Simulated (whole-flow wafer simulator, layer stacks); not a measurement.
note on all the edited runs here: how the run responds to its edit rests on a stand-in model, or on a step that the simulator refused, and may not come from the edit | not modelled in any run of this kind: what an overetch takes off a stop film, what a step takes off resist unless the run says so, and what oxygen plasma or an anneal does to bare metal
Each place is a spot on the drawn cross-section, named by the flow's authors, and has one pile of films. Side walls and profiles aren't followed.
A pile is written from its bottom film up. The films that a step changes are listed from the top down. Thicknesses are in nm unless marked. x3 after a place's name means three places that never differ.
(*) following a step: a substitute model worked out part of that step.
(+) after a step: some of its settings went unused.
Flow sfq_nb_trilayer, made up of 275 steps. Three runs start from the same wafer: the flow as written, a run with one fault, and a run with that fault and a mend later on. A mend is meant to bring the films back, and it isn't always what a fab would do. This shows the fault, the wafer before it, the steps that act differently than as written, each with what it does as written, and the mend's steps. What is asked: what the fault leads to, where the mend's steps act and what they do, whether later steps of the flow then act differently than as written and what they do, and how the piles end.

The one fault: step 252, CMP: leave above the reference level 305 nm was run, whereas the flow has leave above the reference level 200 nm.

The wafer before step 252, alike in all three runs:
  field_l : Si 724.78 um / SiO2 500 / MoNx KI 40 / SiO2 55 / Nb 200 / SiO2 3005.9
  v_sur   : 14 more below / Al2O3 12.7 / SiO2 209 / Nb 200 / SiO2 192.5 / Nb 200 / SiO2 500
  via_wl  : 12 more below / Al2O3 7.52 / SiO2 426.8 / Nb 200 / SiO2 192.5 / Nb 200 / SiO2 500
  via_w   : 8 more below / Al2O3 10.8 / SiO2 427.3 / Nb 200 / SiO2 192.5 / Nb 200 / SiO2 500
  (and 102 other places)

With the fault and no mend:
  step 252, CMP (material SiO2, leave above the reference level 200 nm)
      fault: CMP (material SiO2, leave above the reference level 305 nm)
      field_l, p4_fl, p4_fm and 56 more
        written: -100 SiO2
        fault: nothing
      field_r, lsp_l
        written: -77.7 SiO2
        fault: nothing
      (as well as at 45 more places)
  Steps further on in the flow that do not act as written (6 more steps, not shown, differ only slightly: by at most 2% or 0.5 nm, whichever is larger):
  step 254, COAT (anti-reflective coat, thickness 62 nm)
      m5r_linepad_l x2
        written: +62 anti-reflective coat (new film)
        fault: +64 anti-reflective coat (new film)
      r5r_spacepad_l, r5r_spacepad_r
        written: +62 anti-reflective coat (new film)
        fault: +64.1 anti-reflective coat (new film)
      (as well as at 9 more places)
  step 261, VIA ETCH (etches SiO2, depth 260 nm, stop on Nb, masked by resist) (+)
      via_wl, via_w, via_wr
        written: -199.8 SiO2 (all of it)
        fault: -260 SiO2
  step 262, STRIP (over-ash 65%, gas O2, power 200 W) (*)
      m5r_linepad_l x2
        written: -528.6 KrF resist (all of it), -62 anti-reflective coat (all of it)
        fault: -528 KrF resist (all of it), -64 anti-reflective coat (all of it)
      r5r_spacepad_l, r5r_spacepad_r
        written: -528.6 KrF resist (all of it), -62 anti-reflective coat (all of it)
        fault: -528.2 KrF resist (all of it), -64.1 anti-reflective coat (all of it)
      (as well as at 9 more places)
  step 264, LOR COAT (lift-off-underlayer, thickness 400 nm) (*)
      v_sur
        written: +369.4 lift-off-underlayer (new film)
        fault: +359.8 lift-off-underlayer (new film)
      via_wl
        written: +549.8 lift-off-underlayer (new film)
        fault: +593.1 lift-off-underlayer (new film)
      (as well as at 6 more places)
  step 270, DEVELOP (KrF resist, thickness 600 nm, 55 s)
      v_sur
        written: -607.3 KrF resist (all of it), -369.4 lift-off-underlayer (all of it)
        fault: -608.4 KrF resist (all of it), -359.8 lift-off-underlayer (all of it)
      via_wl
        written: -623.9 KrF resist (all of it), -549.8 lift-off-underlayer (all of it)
        fault: -631.3 KrF resist (all of it), -593.1 lift-off-underlayer (all of it)
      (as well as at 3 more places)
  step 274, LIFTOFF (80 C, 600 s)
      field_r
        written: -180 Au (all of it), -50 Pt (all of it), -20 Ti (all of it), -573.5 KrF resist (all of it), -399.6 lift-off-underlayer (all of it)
        fault: -180 Au (all of it), -50 Pt (all of it), -20 Ti (all of it), -576.7 KrF resist (all of it), -417.3 lift-off-underlayer (all of it)
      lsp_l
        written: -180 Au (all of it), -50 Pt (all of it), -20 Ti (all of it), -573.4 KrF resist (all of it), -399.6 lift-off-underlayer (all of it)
        fault: -180 Au (all of it), -50 Pt (all of it), -20 Ti (all of it), -577.3 KrF resist (all of it), -416.3 lift-off-underlayer (all of it)
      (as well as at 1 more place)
  By the end, the piles at field_l, v_sur, via_wl and 103 more depart from the flow's by more than 2% or 0.5 nm, whichever is larger.
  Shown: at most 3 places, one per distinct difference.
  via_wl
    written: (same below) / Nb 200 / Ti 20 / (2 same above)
    fault: (same below) / Nb 200 / SiO2 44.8 / Ti 20 / (2 same above)
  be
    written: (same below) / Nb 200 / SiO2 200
    fault: (same below) / Nb 200 / SiO2 305
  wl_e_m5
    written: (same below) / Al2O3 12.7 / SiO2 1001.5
    fault: (same below) / Al2O3 12.7 / SiO2 1101.5

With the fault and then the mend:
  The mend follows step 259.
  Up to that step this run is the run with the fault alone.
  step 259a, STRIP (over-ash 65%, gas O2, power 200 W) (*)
      via_v, wire, be, be_sur, gap, jj_sur, ce_l
        -624 KrF resist (all of it), -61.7 anti-reflective coat (all of it)
      p4_w1, p3_s2, p3_l3, p3_s3, p3_l4, p3_s4, p3_l5
        -625.3 KrF resist (all of it), -62 anti-reflective coat (all of it)
      wl_j_sl, wl_jj, wl_j_sr, wl_a_sl, wl_a_m6, wl_g_m5, wl_g_sr
        -624.6 KrF resist (all of it), -61.9 anti-reflective coat (all of it)
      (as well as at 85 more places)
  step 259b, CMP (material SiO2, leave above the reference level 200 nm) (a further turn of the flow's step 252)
      field_l, p4_fl, p4_fm and 56 more
        -100 SiO2
      v_sur, via_wl, via_w and 40 more
        -105 SiO2
      field_r, lsp_l
        -77.7 SiO2
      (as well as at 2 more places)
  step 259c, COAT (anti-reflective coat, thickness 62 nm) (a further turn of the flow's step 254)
      field_l, v_sur, via_wl and 103 more
        +62 anti-reflective coat (new film)
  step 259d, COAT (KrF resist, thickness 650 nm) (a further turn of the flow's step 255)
      field_l, v_sur, via_wl and 103 more
        +650 KrF resist (new film)
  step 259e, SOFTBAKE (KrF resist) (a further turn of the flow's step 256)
      alters no film at any place that is followed
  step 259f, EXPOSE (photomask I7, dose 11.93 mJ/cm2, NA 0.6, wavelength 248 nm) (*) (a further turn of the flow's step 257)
      alters no film at any place that is followed
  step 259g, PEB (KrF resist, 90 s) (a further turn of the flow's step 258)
      field_l, v_sur, via_wl and 103 more
        -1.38 KrF resist
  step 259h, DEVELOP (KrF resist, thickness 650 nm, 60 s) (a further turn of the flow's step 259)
      field_l, v_sur, via_sp and 100 more
        -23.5 KrF resist
      via_wl, via_w, via_wr
        -648.6 KrF resist (all of it)
  Later steps of the flow that are run all act as written at every place that is followed.
  At every place that both follow, the piles at the end match the flow's.
